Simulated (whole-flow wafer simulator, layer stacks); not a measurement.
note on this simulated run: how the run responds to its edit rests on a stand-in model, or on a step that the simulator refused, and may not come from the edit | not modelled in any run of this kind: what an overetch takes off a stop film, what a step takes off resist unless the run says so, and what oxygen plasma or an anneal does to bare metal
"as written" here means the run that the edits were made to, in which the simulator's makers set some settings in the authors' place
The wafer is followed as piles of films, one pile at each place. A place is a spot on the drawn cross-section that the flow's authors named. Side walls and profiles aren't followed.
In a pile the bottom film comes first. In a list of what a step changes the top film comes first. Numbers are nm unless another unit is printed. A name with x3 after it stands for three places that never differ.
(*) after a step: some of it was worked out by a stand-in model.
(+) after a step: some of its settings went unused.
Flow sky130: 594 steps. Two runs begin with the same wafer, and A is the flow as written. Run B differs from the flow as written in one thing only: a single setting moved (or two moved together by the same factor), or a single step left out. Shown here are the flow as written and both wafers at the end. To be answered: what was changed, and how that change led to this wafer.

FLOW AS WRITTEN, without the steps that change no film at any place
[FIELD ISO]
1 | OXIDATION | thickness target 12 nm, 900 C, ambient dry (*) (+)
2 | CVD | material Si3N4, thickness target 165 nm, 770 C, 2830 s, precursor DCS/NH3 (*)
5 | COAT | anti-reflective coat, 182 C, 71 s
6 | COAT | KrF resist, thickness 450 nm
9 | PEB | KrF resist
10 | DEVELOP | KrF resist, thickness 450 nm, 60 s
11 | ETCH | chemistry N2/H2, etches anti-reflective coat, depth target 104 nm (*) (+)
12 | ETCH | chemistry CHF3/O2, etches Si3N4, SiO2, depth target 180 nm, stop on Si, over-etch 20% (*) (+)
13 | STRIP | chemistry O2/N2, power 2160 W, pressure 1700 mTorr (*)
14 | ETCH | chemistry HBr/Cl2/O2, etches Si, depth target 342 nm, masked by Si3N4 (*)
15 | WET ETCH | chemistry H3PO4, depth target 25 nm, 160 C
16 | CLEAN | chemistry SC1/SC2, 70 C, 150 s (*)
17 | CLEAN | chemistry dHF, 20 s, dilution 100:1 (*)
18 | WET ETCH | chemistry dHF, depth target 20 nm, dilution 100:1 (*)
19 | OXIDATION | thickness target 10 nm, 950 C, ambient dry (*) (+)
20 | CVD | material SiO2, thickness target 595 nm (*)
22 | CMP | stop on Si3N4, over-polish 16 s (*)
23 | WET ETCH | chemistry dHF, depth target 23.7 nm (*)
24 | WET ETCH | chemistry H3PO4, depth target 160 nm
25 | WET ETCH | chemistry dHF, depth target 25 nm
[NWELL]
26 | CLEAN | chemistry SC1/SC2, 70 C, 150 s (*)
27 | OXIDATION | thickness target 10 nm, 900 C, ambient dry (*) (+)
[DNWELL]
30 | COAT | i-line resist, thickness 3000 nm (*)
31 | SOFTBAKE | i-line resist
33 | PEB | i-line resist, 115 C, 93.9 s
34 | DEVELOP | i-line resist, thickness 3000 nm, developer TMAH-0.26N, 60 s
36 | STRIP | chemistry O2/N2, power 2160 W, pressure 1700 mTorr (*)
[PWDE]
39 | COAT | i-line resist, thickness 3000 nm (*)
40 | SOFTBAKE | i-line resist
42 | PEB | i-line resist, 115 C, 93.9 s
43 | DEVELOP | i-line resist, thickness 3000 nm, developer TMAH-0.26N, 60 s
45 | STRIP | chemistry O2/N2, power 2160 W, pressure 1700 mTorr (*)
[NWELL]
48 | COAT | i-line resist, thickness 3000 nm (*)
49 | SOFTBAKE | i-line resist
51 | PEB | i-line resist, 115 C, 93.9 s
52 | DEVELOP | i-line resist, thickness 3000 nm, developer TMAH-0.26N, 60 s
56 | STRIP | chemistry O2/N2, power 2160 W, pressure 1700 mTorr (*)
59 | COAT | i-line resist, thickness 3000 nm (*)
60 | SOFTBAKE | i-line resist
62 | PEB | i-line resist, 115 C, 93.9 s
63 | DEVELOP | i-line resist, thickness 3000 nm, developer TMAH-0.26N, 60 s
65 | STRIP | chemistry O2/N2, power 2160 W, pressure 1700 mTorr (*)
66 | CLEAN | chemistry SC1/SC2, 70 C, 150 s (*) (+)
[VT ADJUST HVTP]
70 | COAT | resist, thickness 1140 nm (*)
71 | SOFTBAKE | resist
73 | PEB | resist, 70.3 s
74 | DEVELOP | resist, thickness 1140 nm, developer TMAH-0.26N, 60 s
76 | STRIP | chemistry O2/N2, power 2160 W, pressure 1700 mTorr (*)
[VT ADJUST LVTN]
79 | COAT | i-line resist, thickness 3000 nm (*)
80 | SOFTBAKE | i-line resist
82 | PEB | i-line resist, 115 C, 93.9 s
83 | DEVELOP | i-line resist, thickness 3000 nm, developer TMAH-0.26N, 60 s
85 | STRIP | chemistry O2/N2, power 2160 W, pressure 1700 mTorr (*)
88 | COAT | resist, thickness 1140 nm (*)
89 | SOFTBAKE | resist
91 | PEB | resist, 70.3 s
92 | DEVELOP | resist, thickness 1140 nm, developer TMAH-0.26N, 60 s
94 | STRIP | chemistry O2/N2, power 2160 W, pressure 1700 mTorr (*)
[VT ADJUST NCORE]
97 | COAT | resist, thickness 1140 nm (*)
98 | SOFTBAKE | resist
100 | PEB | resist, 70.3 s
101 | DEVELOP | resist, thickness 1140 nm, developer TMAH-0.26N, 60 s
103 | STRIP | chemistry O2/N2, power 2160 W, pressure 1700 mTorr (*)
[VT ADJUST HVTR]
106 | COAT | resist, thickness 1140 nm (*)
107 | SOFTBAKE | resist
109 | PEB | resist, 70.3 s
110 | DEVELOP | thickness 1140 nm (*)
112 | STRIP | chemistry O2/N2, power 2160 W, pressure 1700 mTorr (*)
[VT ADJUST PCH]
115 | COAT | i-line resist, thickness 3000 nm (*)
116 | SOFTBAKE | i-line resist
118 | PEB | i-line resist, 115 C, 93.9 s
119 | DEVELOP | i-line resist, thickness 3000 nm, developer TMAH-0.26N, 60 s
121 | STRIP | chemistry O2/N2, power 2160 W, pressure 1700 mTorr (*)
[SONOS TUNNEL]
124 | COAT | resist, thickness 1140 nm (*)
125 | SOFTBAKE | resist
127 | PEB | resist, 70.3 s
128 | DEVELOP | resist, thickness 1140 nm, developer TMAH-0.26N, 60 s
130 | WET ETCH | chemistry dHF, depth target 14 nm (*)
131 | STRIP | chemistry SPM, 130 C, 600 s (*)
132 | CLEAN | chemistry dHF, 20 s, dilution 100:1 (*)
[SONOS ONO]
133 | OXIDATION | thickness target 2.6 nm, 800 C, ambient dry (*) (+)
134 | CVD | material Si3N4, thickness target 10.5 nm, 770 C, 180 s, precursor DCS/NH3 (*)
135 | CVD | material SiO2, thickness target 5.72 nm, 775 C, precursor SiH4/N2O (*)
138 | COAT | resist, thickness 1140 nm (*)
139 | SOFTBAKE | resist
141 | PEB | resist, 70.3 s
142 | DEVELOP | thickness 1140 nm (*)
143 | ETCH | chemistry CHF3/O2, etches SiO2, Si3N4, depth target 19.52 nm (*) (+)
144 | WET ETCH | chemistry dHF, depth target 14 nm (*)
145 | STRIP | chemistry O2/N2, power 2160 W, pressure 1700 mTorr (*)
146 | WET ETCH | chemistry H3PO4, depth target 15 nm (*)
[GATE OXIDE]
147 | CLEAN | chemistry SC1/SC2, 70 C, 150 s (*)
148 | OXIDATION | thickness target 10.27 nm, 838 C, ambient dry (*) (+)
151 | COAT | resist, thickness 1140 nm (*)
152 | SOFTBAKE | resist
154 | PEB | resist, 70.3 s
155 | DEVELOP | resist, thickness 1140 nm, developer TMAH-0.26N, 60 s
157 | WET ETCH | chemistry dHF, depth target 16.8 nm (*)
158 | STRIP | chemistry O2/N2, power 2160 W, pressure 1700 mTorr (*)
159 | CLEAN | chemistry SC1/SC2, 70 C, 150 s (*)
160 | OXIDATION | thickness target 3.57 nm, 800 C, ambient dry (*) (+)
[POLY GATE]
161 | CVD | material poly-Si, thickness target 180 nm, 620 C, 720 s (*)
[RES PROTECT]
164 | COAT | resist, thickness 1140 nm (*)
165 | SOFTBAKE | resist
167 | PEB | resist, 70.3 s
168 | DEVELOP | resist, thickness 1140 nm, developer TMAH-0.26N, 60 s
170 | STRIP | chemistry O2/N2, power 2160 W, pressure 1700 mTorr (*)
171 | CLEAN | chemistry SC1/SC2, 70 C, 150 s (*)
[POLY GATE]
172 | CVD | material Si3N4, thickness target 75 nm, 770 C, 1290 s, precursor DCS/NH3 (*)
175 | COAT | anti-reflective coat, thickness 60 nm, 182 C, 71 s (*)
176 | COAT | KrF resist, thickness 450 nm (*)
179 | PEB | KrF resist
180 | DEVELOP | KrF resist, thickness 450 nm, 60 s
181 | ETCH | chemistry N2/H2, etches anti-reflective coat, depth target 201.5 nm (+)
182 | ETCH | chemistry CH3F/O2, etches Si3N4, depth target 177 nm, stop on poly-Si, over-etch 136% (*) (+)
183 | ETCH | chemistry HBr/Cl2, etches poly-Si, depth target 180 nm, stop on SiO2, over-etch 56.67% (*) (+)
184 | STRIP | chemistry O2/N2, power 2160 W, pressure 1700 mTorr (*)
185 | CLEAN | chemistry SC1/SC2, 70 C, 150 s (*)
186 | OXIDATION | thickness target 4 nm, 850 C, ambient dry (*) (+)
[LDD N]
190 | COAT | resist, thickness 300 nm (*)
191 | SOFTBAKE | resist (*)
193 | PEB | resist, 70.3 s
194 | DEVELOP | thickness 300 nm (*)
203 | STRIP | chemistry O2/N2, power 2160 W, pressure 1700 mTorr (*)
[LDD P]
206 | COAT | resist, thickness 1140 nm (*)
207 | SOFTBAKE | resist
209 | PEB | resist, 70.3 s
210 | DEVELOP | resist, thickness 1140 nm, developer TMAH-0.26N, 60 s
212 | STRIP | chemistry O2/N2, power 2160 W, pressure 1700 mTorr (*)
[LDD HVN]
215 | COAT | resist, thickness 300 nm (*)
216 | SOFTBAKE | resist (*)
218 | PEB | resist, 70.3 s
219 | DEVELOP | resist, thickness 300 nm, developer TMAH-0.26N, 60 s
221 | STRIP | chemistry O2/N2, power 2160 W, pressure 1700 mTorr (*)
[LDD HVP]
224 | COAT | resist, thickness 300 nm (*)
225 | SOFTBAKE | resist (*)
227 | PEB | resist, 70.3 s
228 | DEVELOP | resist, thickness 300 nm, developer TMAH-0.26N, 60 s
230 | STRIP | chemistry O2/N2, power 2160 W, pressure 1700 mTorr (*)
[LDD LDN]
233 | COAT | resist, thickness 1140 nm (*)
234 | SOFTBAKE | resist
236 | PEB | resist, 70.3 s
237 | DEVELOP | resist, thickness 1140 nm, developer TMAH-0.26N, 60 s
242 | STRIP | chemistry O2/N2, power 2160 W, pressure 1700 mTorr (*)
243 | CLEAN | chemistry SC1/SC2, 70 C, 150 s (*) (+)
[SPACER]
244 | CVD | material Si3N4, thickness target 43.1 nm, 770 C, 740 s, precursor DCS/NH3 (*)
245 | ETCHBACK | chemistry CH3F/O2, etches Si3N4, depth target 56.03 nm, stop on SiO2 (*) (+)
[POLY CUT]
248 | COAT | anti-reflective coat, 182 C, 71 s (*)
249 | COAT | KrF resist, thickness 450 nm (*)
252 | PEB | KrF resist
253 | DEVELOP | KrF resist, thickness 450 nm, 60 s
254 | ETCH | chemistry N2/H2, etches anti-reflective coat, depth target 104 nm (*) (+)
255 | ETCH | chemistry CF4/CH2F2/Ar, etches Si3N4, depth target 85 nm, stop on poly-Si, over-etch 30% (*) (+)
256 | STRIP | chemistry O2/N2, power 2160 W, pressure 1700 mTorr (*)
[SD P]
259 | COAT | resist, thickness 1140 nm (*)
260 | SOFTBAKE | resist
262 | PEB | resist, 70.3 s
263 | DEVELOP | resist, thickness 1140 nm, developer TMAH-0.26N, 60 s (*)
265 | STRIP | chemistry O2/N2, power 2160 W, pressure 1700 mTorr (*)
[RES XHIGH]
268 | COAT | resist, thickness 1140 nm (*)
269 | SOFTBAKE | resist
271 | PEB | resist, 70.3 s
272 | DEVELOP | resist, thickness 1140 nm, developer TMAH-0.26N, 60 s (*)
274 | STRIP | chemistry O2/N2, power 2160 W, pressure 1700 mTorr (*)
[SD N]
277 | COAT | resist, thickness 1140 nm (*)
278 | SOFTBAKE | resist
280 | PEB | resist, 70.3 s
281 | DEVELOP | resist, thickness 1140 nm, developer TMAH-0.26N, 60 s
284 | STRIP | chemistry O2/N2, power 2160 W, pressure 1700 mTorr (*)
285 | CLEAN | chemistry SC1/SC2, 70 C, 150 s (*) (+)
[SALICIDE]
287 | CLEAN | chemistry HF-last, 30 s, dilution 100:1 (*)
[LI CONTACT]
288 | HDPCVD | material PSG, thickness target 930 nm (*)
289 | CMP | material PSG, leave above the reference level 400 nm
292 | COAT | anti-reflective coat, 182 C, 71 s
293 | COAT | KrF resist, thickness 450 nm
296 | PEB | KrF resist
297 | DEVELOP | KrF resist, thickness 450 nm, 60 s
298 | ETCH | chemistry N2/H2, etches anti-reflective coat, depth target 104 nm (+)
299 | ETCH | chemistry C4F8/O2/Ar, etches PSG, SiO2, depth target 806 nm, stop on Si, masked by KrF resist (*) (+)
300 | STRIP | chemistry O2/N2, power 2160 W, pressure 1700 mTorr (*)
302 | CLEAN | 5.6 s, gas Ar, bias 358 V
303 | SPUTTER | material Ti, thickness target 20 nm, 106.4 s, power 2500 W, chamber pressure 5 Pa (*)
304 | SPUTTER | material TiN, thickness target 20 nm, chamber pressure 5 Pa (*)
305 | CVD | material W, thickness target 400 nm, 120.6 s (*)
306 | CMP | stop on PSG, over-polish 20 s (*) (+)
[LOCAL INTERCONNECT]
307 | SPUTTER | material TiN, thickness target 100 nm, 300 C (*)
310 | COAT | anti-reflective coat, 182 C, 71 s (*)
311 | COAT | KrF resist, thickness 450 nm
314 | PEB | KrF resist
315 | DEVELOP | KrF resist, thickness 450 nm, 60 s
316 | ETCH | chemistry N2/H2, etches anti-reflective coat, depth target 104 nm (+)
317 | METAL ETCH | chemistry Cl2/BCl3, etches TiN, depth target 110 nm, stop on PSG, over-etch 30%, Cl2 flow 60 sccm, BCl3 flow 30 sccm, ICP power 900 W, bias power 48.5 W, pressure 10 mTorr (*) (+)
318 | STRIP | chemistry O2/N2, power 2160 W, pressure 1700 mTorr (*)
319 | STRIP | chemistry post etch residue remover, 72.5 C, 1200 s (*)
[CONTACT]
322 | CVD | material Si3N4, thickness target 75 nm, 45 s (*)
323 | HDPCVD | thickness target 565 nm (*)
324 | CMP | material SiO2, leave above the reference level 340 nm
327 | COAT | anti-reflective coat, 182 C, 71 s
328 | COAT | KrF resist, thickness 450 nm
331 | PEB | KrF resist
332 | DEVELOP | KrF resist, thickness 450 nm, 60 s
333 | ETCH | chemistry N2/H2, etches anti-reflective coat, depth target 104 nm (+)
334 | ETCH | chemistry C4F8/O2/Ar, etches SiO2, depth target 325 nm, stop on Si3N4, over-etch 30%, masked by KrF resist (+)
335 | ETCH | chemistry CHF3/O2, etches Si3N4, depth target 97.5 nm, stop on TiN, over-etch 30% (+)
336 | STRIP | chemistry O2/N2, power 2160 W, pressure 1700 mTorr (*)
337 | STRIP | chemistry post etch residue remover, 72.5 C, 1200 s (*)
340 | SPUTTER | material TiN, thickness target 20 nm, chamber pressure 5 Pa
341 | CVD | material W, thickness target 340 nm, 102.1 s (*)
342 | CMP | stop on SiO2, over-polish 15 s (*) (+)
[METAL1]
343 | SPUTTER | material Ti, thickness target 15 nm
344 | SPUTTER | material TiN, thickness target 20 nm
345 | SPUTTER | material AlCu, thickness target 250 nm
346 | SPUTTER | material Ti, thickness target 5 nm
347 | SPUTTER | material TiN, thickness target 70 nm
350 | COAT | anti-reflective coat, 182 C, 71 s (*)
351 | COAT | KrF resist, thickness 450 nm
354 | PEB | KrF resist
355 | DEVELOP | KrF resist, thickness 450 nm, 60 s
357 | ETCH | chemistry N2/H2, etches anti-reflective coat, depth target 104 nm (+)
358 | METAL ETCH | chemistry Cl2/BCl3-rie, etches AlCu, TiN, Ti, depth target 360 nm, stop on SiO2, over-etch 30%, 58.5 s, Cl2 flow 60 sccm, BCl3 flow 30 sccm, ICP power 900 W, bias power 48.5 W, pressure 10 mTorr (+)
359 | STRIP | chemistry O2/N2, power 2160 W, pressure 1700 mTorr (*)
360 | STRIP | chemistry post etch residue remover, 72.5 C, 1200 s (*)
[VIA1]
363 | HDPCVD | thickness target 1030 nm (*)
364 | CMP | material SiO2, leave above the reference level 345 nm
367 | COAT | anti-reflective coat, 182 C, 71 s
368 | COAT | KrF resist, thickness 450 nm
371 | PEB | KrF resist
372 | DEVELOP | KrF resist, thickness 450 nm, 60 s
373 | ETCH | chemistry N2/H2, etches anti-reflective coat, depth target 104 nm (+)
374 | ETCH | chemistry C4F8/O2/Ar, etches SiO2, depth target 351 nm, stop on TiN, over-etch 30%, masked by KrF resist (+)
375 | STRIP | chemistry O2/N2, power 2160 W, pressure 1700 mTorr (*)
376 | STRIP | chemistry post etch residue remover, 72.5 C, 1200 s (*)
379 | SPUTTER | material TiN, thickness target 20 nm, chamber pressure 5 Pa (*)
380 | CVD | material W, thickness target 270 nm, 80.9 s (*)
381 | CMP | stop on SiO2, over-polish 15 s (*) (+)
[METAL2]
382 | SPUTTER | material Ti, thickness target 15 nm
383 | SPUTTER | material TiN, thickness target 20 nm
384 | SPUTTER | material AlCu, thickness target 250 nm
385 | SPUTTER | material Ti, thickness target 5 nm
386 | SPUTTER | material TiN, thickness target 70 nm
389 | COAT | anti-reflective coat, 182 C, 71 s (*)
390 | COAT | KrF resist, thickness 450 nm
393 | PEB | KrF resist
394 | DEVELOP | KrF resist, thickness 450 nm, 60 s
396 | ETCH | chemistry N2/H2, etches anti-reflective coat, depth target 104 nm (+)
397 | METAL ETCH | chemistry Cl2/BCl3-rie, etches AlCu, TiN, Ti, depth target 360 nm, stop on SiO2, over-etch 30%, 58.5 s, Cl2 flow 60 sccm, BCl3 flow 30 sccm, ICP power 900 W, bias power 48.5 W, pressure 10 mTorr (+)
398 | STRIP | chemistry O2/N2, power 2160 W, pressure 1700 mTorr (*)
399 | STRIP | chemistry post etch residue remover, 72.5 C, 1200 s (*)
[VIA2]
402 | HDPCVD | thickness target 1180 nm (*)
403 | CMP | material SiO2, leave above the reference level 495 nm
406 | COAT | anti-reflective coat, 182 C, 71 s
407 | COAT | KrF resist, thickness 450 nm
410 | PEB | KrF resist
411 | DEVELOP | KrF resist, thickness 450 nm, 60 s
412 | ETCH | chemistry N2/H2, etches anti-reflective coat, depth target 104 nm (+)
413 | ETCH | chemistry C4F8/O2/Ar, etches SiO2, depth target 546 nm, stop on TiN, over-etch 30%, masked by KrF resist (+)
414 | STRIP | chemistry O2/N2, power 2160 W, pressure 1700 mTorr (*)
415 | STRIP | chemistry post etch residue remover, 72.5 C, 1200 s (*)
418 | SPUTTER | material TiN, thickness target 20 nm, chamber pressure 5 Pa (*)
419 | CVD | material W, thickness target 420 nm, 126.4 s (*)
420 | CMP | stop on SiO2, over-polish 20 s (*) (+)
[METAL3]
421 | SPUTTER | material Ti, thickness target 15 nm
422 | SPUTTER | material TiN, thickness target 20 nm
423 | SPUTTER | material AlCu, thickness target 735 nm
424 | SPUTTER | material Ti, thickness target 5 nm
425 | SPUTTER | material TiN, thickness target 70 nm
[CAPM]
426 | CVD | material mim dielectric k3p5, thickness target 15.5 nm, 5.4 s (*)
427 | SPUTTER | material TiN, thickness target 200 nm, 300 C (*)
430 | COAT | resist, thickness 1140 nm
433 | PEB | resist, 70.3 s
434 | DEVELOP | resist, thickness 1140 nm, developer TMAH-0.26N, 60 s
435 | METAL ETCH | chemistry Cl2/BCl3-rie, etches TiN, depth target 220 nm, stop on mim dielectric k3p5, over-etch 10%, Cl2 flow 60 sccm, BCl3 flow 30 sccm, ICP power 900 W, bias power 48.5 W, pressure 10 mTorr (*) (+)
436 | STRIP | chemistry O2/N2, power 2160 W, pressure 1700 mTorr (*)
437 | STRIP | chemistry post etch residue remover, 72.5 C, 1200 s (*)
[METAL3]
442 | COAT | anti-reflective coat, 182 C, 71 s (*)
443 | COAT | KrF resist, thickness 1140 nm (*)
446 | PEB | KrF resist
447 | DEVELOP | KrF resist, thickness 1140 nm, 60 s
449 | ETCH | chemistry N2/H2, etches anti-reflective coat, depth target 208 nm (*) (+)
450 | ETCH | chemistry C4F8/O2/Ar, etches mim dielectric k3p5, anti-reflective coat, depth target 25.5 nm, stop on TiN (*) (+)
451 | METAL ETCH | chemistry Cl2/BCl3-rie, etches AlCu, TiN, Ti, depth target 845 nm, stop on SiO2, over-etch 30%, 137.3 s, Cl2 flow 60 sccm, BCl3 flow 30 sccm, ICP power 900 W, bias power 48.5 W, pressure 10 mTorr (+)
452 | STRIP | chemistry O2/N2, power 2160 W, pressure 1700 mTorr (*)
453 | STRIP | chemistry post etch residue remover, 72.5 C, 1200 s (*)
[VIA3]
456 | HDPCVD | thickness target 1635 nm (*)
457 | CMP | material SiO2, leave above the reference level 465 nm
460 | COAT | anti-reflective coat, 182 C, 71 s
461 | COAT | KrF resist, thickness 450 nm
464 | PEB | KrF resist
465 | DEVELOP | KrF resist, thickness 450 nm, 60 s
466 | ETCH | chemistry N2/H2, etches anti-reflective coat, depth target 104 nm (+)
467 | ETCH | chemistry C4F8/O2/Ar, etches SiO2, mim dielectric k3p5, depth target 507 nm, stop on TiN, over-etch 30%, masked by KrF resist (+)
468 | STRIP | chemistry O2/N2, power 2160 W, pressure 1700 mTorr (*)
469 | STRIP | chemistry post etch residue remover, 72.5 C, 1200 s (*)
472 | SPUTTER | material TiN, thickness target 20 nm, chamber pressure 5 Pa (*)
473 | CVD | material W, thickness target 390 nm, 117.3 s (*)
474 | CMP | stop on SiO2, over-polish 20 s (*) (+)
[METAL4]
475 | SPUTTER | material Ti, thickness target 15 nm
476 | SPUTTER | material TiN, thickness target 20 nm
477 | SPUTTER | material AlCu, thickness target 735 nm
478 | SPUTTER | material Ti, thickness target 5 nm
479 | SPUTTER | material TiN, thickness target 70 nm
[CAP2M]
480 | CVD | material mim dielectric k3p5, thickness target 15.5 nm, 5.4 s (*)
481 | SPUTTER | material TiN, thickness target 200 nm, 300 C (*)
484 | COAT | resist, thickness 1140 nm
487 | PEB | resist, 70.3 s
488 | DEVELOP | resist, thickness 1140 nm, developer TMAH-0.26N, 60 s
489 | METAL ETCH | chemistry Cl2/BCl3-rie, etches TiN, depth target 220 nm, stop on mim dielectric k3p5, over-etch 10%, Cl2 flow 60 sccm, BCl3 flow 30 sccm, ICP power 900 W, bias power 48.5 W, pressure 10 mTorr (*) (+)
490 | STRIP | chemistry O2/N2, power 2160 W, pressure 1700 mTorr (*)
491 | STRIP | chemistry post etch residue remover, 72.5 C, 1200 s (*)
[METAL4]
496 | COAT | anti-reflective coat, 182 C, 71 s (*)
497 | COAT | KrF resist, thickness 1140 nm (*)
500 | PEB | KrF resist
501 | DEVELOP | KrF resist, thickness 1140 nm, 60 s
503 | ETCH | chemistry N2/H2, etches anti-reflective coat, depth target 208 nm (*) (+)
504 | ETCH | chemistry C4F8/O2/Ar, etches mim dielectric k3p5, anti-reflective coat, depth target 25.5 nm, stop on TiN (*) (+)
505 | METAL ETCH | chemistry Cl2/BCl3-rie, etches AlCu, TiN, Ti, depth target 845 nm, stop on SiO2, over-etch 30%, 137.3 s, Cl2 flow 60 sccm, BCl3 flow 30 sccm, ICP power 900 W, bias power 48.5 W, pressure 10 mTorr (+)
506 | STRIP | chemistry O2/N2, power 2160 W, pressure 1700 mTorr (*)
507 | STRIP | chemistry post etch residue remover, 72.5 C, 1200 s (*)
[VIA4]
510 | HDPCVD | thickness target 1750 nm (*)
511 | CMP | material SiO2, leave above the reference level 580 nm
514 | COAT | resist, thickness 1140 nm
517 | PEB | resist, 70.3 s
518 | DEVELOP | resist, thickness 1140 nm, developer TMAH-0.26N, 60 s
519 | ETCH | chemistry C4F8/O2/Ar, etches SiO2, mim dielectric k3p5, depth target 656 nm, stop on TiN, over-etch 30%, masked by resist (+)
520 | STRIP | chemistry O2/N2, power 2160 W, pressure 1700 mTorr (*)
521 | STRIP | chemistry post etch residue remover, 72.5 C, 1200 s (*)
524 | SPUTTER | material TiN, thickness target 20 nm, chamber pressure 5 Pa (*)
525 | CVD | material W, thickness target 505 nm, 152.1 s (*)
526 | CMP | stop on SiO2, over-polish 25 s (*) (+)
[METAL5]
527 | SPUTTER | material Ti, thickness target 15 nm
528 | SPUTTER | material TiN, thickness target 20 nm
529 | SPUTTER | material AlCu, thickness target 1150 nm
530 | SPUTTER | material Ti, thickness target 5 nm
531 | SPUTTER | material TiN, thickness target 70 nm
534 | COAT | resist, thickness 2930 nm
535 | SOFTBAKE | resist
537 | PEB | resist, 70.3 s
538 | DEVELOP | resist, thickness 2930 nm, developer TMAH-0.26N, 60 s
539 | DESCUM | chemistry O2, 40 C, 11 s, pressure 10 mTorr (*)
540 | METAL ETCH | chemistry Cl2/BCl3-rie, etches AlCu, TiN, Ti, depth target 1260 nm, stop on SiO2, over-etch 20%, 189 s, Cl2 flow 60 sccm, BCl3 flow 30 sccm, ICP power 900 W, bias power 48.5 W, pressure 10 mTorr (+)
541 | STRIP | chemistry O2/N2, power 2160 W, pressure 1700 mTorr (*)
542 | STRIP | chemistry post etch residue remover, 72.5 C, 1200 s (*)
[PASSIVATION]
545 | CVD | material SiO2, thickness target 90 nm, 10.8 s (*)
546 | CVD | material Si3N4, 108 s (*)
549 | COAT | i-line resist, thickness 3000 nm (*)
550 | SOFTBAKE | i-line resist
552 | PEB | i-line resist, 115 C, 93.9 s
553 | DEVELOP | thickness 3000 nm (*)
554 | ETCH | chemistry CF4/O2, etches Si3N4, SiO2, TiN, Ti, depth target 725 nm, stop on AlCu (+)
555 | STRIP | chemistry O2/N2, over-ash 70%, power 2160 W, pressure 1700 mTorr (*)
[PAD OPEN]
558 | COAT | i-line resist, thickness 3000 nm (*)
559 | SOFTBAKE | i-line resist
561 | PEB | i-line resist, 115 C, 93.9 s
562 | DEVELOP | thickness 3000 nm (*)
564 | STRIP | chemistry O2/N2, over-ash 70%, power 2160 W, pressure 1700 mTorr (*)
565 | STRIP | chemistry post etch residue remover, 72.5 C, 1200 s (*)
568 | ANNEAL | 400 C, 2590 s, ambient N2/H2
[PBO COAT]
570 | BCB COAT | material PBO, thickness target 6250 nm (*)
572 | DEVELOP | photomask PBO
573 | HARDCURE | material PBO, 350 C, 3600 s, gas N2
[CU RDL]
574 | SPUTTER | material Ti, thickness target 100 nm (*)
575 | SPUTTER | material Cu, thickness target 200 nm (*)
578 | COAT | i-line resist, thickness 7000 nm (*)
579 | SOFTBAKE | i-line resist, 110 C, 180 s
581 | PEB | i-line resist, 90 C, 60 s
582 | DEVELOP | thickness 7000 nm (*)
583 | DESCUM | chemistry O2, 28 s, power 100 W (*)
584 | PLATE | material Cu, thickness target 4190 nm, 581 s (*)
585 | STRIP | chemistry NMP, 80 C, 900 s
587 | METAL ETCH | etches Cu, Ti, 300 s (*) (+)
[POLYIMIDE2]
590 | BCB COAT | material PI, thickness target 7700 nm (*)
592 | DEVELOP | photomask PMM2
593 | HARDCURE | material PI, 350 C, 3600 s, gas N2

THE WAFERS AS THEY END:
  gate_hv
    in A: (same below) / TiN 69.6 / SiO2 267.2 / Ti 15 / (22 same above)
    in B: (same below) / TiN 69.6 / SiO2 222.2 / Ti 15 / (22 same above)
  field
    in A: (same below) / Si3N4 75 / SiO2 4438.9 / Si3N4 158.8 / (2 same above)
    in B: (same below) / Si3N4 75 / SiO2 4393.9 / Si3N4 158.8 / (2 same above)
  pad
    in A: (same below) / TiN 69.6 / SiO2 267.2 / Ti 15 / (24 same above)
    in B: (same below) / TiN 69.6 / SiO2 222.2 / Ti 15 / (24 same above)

The reason: step 364, CMP: leave above the reference level 300 nm was run, whereas the flow has leave above the reference level 345 nm.

The path from the change to this, step by step:
  364 | CMP | material SiO2, leave above the reference level 345 nm
      n_well, p_well, gate_hv and 100 more: A -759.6 SiO2 | B -804.6 SiO2
      field, active, gate and 81 more: A -389.1 SiO2 | B -434.1 SiO2
      (as well as at 4 more places)
  374 | ETCH | chemistry C4F8/O2/Ar, etches SiO2, depth target 351 nm, stop on TiN, over-etch 30%, masked by KrF resist (+)
      field, active, n_well and 186 more: A -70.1 KrF resist | B -58.4 KrF resist
      m1, via1_hole: A -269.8 SiO2 (all of it) | B -224.8 SiO2 (all of it)
  375 | STRIP | chemistry O2/N2, power 2160 W, pressure 1700 mTorr (*)
      field, active, n_well and 186 more: A -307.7 KrF resist (all of it), -80 anti-reflective coat (all of it) | B -319.4 KrF resist (all of it), -80 anti-reflective coat (all of it)
  379 | SPUTTER | material TiN, thickness target 20 nm, chamber pressure 5 Pa (*)
      m1: A +11 TiN | B +11.9 TiN
      via1_hole: A +10.9 TiN | B +11.8 TiN
  380 | CVD | material W, thickness target 270 nm, 80.9 s (*)
      m1, via1_hole: A +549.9 W (new film) | B +504 W (new film)
